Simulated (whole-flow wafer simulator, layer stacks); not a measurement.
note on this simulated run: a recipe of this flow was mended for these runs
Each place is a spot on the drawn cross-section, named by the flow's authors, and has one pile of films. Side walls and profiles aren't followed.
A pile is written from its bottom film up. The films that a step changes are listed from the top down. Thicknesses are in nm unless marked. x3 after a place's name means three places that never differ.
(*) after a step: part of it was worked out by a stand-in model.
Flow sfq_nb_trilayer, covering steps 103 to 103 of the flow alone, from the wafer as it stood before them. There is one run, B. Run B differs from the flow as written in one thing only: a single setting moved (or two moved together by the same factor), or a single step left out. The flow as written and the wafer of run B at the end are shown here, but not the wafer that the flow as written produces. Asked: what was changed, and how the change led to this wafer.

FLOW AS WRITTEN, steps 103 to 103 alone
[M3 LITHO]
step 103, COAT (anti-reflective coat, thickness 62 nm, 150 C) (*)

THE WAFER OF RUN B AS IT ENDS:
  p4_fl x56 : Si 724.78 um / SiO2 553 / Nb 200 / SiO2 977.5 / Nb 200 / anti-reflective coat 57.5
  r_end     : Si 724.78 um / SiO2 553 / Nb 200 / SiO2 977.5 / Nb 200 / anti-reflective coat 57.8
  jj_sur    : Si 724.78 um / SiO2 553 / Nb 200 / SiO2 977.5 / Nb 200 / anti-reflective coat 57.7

Cause: step 103, COAT: thickness 57.5 nm was run, whereas the flow has thickness 62 nm.
The wafer lets one read it off: p4_fl x56 has anti-reflective coat 57.5, and step 103 as written asks for 62 nm.

How this came from the change, step by step:
  step 103, COAT (anti-reflective coat, thickness 62 nm, 150 C) (*)
      p4_fl x56, wl_j_sl x15, wl_d_m1, l0r_line_l x3, m0r_space_l x2: +57.5 anti-reflective coat (new film) (as written it would have been: +62 anti-reflective coat (new film))
      r_end, moat, field_r and 7 more: +57.8 anti-reflective coat (new film) (as written it would have been: +62.3 anti-reflective coat (new film))
      (also at 17 further places)
